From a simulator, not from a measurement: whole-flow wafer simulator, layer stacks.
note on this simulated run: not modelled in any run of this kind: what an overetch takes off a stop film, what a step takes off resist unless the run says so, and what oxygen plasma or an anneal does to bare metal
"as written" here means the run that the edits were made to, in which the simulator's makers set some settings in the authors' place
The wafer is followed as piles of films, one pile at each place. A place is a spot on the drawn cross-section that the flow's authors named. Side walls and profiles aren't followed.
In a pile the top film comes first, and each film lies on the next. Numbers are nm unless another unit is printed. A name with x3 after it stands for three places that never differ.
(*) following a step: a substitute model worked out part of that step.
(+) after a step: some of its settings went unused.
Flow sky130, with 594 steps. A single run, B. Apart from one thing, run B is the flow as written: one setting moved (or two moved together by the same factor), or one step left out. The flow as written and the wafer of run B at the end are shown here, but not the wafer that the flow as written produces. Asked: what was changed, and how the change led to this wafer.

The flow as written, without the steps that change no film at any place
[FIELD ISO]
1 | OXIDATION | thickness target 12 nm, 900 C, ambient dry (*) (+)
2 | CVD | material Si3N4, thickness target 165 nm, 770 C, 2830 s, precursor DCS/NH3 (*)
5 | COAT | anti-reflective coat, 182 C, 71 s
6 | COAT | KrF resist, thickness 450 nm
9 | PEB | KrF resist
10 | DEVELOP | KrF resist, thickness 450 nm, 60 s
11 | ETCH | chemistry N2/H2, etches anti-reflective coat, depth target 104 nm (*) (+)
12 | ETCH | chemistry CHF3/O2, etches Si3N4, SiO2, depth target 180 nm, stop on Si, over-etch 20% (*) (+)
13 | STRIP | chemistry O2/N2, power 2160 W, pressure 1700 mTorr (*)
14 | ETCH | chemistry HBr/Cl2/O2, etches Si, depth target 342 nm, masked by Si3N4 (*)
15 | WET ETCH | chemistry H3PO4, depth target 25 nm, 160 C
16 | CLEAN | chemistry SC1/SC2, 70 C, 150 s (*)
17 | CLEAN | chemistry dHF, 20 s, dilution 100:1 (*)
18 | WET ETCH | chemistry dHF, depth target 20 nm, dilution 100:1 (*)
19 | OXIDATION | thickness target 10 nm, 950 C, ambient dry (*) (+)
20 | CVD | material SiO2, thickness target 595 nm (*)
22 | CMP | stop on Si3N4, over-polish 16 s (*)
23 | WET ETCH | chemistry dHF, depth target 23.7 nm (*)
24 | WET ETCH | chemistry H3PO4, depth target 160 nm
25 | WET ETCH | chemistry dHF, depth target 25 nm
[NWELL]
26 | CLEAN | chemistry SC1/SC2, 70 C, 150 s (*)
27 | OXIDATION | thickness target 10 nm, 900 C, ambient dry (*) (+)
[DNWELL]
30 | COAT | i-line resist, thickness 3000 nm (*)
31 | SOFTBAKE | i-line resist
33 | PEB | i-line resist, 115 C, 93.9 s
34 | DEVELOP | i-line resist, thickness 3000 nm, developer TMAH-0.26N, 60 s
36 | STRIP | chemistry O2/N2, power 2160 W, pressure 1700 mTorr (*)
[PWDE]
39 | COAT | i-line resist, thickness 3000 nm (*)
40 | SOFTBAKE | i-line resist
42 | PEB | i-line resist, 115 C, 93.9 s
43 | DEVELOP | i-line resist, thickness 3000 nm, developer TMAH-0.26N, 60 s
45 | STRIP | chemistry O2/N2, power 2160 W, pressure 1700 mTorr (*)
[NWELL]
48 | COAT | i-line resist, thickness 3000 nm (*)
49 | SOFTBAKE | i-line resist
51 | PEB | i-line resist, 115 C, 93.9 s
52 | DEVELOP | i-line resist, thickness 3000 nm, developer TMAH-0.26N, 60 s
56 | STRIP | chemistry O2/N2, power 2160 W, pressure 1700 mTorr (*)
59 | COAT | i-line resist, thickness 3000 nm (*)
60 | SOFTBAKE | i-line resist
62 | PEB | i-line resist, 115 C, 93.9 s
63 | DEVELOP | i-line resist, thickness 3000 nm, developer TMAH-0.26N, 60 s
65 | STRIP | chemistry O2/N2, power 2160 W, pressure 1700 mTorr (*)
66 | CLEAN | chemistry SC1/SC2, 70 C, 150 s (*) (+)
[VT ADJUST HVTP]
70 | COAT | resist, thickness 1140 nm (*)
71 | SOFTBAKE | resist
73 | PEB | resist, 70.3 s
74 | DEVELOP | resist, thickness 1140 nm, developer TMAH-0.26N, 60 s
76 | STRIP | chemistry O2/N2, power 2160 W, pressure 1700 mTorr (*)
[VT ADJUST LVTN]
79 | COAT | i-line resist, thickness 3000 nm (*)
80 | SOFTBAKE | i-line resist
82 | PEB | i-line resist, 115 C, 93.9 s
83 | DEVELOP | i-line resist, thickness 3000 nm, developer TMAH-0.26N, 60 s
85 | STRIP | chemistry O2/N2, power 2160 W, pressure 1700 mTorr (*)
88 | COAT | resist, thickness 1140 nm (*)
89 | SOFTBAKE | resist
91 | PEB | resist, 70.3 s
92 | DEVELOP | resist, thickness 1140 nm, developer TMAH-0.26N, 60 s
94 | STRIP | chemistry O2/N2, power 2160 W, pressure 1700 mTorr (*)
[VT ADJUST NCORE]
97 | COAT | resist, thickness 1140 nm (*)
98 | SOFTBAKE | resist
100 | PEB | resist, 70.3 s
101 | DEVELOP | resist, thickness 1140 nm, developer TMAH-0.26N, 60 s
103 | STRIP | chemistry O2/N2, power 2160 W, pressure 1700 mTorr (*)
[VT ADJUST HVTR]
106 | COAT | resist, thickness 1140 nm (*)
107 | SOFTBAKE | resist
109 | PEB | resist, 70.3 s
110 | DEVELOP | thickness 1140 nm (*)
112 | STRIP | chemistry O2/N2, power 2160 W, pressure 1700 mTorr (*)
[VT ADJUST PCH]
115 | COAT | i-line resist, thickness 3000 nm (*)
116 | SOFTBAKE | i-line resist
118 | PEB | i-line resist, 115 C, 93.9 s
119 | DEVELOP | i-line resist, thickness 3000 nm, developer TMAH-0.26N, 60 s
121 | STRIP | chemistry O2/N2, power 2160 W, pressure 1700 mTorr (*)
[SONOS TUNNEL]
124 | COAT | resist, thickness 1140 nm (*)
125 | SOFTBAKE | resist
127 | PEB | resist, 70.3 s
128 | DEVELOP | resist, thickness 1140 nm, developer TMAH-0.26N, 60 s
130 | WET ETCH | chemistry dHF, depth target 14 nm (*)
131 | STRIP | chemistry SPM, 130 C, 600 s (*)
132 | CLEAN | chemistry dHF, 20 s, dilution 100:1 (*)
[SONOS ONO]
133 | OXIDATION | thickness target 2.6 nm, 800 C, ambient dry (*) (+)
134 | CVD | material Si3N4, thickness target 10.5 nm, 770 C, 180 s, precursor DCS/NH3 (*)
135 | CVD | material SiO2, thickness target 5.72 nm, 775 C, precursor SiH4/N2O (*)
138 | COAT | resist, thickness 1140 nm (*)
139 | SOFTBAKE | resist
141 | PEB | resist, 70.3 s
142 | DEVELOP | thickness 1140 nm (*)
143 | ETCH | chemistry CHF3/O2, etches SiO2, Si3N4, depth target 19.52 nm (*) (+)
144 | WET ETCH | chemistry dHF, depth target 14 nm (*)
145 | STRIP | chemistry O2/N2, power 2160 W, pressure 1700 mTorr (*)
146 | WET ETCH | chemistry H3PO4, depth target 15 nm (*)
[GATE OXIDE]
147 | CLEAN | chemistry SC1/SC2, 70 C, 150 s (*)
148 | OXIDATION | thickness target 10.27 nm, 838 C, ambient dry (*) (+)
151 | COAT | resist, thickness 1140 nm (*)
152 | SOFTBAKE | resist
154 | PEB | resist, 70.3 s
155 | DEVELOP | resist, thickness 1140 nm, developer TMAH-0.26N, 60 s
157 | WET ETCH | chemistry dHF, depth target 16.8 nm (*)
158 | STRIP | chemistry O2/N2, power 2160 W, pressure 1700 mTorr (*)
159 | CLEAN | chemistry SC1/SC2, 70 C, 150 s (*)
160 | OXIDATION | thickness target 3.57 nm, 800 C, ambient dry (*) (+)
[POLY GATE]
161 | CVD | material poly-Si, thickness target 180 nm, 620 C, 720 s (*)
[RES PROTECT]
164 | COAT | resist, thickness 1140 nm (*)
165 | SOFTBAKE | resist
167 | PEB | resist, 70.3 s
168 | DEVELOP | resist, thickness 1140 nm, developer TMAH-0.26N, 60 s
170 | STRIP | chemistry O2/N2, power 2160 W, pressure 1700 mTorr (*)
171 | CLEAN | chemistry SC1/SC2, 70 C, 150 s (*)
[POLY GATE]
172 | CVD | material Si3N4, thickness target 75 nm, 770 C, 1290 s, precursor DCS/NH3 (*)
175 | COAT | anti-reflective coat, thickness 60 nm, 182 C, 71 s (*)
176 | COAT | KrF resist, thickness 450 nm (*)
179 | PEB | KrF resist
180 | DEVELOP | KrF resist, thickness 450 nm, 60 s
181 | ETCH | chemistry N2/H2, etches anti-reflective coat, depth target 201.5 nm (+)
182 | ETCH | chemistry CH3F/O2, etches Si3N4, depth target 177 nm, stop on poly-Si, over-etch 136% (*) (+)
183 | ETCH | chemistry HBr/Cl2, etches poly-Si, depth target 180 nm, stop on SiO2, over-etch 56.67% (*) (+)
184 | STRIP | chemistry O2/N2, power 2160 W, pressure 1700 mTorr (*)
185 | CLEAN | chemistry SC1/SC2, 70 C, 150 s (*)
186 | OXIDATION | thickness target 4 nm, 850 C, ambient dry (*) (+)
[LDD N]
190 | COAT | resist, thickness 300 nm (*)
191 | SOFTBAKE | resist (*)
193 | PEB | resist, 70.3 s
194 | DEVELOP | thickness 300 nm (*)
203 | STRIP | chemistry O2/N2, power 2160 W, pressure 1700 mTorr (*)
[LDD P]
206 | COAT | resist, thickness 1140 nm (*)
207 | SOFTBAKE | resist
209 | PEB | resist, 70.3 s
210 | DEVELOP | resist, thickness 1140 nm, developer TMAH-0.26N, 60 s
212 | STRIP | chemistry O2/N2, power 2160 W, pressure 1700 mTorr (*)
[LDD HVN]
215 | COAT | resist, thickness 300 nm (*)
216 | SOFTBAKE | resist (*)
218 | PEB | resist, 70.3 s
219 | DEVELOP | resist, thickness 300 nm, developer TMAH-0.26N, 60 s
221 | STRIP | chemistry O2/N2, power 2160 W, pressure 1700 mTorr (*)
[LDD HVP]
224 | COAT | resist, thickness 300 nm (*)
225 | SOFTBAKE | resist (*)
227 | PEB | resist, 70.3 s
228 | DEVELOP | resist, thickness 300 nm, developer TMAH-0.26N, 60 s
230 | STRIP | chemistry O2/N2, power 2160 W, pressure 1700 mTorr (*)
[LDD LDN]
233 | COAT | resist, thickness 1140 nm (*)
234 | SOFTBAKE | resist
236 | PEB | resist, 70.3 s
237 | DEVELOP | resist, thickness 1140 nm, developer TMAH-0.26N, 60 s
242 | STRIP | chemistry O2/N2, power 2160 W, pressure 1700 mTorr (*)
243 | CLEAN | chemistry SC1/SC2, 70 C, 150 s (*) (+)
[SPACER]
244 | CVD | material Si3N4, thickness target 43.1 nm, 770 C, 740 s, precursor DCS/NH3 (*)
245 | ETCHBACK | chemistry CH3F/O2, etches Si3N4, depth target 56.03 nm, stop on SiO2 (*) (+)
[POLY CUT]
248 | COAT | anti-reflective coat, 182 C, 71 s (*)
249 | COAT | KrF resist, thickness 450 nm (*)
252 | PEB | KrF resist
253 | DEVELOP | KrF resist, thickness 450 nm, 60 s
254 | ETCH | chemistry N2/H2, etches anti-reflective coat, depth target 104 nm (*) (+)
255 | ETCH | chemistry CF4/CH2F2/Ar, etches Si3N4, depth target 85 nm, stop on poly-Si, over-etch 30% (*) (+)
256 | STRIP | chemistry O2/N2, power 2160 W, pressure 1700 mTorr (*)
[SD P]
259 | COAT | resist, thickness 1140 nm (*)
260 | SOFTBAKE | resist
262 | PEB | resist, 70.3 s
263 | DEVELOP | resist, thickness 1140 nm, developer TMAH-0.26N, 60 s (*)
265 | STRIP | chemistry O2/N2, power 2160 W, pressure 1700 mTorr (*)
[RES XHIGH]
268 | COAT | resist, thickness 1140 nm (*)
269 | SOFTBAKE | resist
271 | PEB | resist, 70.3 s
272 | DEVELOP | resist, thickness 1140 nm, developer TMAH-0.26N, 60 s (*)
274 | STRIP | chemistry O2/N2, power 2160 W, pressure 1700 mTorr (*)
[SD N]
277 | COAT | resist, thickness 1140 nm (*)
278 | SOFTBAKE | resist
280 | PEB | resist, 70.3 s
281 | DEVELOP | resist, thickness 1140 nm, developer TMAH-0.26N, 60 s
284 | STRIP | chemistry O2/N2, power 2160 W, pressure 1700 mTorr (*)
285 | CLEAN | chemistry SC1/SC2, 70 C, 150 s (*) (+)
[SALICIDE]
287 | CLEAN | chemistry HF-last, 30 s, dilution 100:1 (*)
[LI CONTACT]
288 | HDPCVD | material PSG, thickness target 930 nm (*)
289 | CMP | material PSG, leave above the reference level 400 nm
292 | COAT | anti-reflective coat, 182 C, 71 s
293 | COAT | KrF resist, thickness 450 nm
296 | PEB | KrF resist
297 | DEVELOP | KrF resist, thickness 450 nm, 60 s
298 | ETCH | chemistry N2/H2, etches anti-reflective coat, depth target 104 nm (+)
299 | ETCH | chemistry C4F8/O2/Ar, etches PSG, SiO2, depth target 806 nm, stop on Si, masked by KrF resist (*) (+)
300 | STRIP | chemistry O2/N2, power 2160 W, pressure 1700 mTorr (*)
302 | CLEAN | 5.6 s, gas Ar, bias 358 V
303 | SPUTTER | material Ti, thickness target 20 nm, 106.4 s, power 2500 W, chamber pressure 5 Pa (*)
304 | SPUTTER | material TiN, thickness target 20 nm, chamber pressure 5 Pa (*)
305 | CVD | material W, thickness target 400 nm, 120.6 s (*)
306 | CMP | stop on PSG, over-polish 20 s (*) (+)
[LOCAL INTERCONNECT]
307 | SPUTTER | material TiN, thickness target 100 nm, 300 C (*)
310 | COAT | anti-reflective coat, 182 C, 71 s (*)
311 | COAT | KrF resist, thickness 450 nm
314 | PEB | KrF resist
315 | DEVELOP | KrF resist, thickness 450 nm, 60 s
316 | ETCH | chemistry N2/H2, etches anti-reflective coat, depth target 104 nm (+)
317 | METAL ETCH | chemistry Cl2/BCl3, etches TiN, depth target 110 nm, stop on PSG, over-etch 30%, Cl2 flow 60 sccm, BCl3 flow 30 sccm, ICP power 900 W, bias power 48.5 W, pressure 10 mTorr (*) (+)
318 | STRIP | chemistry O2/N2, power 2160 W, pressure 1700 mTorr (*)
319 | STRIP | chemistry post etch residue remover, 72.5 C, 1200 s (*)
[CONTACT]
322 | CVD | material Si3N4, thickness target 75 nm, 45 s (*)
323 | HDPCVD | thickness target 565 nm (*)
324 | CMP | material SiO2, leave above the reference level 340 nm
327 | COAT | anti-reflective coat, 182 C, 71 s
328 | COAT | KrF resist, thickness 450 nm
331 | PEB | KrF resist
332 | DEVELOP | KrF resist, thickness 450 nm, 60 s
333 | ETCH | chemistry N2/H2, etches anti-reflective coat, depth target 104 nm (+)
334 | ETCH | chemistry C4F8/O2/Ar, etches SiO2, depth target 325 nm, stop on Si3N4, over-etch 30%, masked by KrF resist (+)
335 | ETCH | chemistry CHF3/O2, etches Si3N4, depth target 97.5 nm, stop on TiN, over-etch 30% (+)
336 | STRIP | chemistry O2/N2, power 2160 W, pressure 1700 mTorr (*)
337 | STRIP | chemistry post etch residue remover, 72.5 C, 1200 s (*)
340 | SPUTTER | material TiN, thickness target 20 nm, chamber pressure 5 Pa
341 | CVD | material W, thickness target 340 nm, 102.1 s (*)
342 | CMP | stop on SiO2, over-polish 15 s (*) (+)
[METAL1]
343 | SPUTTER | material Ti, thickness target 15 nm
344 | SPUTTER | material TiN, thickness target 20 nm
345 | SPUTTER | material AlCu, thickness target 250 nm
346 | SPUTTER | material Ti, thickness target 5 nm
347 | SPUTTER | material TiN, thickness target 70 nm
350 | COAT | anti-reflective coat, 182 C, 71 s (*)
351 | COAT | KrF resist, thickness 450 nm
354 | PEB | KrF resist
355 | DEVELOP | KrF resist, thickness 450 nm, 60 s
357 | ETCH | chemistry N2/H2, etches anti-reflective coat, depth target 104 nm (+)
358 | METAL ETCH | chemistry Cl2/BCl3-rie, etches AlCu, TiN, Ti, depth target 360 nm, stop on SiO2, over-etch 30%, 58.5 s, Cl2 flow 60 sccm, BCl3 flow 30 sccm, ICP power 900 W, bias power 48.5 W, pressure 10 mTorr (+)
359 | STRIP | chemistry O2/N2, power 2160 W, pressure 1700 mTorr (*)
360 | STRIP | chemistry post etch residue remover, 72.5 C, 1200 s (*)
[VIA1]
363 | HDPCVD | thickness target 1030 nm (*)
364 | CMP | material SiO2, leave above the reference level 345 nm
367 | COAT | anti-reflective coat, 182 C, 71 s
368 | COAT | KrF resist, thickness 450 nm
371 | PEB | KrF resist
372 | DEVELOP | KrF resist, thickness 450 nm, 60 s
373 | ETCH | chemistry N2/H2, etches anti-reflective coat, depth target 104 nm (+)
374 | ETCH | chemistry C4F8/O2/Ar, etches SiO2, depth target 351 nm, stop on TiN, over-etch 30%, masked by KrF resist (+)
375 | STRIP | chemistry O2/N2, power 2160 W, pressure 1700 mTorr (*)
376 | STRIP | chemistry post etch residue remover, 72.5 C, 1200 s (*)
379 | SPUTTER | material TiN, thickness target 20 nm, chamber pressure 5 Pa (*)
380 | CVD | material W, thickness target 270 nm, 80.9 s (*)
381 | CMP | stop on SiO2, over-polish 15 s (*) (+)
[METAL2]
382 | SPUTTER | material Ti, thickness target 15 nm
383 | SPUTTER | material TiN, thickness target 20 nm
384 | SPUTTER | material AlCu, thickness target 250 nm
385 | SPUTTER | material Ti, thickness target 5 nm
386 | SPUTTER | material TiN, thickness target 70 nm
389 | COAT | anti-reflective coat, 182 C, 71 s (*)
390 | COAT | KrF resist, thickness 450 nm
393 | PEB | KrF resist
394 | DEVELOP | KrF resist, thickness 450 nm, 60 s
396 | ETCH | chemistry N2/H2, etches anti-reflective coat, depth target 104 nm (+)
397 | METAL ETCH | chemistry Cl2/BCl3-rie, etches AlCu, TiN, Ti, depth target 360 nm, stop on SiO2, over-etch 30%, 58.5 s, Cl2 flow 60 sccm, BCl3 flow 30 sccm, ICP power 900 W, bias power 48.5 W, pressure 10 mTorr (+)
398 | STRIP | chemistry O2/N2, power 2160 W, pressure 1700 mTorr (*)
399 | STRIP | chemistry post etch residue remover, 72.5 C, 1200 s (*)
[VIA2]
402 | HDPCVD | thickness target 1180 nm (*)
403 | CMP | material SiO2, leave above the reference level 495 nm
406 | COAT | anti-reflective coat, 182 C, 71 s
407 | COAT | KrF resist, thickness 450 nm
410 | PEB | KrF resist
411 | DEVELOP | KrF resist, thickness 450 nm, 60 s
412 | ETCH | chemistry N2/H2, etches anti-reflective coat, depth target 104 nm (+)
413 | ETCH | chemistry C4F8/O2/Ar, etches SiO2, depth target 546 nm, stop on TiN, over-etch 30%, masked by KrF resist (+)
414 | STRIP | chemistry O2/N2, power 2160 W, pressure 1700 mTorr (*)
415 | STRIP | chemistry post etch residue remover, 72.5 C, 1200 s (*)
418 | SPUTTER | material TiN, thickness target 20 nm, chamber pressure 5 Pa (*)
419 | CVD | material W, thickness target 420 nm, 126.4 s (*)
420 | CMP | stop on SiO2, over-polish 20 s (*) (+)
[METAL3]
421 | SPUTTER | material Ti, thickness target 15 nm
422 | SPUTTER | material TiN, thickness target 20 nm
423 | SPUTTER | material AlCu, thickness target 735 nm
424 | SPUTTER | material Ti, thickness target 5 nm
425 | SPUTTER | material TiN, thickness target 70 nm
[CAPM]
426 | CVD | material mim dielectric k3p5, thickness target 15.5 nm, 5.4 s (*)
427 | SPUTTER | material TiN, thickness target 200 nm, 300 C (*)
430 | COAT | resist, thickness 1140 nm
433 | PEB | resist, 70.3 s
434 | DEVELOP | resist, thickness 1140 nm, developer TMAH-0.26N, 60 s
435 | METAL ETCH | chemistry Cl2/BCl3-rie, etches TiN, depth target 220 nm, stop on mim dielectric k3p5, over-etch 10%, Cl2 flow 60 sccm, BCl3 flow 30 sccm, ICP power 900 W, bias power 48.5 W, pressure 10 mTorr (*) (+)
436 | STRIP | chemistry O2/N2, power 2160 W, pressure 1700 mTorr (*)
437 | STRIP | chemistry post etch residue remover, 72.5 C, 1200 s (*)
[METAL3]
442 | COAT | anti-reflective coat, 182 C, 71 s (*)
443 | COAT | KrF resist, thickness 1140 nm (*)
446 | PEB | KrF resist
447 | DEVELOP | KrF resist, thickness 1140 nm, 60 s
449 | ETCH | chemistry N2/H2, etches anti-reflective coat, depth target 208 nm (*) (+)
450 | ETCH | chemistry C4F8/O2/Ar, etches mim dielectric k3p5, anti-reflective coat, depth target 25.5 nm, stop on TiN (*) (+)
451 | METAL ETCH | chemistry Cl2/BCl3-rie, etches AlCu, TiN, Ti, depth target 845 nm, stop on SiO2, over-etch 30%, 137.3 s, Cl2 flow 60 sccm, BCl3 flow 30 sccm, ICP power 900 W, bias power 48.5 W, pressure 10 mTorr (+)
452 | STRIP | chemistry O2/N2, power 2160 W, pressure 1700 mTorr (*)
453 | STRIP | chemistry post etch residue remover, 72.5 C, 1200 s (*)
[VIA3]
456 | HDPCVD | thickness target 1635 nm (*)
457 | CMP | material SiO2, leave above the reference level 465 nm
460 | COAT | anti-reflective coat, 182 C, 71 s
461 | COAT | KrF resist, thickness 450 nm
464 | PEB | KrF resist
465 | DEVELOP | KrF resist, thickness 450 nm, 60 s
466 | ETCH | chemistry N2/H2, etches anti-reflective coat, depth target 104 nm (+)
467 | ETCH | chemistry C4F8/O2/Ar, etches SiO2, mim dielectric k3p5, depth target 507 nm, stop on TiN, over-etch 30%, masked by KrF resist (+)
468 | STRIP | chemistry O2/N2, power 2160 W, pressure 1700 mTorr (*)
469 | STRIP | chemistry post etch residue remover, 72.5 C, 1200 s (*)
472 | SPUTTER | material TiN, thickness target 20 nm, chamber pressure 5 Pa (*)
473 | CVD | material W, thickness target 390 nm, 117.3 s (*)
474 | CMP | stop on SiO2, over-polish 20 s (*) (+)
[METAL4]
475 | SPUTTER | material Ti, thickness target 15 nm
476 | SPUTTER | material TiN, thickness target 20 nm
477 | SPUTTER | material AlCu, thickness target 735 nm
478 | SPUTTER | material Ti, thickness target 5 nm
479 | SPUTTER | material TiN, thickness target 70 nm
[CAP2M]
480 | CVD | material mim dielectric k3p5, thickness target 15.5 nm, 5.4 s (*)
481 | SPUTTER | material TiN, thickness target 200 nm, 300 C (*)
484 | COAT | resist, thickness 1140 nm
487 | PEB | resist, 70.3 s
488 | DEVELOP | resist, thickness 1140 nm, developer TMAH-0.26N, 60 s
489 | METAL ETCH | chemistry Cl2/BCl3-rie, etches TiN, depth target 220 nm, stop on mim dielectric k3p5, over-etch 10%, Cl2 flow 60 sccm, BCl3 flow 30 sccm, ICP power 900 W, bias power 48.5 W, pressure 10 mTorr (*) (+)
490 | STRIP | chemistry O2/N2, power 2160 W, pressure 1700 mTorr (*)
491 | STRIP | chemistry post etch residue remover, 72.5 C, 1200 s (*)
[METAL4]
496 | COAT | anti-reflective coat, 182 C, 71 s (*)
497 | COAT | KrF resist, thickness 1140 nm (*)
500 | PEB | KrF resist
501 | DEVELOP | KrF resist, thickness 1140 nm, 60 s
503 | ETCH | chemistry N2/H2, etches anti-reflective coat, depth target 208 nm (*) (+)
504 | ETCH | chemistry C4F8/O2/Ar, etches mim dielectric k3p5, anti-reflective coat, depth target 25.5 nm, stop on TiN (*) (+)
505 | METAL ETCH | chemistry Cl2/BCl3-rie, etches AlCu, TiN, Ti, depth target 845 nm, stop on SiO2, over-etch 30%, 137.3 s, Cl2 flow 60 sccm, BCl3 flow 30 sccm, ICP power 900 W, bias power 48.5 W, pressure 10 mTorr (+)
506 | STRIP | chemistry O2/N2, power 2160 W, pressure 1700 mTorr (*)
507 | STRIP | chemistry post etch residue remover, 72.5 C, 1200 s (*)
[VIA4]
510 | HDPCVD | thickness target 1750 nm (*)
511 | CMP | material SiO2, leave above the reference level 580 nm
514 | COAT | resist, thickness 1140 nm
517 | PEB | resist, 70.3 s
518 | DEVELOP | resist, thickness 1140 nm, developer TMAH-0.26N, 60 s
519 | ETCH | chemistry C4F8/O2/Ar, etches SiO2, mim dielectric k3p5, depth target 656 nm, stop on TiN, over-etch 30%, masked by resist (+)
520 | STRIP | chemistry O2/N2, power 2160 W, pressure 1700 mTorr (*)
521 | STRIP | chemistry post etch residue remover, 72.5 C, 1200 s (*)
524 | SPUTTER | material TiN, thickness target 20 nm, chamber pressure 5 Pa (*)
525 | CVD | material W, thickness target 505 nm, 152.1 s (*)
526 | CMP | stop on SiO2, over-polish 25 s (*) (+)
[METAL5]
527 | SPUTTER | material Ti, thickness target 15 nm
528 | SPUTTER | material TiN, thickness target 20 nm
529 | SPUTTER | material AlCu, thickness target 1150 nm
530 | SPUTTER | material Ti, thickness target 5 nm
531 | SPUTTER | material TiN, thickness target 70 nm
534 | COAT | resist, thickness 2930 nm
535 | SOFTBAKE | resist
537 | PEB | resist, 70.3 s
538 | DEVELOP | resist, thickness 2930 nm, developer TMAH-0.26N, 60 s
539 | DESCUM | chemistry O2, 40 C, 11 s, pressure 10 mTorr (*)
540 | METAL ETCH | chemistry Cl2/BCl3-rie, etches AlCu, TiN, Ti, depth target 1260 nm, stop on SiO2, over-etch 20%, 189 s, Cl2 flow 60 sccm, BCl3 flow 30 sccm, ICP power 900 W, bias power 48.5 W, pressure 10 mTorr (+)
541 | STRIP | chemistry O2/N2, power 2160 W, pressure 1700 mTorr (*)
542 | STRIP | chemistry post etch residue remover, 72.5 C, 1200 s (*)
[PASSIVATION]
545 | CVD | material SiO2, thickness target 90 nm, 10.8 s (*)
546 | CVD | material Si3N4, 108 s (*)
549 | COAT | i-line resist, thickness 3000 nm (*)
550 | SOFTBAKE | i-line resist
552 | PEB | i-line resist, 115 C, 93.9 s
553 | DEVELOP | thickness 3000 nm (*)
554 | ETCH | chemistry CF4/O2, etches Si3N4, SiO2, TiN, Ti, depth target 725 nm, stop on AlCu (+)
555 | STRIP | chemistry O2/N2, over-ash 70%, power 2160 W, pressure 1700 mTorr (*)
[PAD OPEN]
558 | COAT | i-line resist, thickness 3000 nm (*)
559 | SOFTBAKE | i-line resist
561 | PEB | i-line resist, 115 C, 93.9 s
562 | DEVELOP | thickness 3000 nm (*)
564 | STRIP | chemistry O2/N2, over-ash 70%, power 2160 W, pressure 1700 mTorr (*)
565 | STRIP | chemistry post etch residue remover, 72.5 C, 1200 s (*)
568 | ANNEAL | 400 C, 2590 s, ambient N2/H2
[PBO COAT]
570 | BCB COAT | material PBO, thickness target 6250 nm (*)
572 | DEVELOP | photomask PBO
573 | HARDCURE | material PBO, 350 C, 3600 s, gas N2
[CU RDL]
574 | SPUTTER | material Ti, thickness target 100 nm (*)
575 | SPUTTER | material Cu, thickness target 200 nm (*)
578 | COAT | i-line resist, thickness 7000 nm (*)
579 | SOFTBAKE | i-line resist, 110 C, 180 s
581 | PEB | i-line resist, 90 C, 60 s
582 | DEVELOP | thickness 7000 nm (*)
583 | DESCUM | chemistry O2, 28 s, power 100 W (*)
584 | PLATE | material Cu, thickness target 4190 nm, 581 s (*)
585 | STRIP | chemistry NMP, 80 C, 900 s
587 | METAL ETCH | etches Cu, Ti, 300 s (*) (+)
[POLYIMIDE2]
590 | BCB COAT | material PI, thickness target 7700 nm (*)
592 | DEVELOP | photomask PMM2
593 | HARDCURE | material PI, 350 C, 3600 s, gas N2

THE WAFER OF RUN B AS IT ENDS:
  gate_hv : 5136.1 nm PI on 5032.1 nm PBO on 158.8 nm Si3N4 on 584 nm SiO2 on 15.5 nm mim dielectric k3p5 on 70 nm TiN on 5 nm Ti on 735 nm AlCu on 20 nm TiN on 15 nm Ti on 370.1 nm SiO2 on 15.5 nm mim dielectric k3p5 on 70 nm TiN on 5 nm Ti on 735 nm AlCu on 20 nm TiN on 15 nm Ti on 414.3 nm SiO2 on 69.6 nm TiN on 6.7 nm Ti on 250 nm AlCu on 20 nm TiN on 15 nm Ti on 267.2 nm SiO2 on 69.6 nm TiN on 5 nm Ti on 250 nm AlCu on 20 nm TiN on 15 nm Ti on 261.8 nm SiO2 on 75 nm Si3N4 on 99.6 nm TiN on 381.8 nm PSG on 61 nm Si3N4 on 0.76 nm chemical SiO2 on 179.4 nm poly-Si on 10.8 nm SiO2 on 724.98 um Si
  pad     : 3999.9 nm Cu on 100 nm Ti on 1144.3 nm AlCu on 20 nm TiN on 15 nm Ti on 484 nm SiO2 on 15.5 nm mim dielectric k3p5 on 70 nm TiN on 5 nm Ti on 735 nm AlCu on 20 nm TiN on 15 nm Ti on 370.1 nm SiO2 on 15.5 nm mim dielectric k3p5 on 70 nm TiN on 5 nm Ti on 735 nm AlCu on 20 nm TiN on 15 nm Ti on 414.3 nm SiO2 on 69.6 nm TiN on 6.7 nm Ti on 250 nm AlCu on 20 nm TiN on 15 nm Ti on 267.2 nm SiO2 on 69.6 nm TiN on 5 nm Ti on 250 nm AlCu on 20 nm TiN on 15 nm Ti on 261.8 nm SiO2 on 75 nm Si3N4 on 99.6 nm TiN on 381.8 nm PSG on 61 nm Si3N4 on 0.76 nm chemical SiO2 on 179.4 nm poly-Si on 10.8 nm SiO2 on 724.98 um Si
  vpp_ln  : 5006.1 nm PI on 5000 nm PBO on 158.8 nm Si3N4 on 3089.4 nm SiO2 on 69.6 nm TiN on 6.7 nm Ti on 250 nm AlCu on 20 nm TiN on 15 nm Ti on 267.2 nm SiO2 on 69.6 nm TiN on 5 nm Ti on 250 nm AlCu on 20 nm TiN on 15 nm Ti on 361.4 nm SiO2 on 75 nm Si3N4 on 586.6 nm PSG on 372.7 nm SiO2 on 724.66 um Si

What caused this: step 385, SPUTTER: thickness target 6.7 nm was run, whereas the flow has thickness target 5 nm.
One can read it off the wafer: gate_hv has Ti 6.7, and step 385 as written asks for 5 nm.

How this came from the change, step by step:
  385 | SPUTTER | material Ti, thickness target 5 nm
      field, active, n_well and 188 more: Ti gains 6.7 (new film) (it would be, as written: Ti gains 5 (new film))
  397 | METAL ETCH | chemistry Cl2/BCl3-rie, etches AlCu, TiN, Ti, depth target 360 nm, stop on SiO2, over-etch 30%, 58.5 s, Cl2 flow 60 sccm, BCl3 flow 30 sccm, ICP power 900 W, bias power 48.5 W, pressure 10 mTorr (+)
      field, active, gate and 82 more: TiN loses 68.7 (all of it), Ti loses 6.7 (all of it), AlCu loses 250 (all of it), TiN loses 20 (all of it), Ti loses 15 (all of it), SiO2 loses 10.8 (it would be, as written: TiN loses 68.7 (all of it), Ti loses 5 (all of it), AlCu loses 250 (all of it), TiN loses 20 (all of it), Ti loses 15 (all of it), SiO2 loses 10.9)
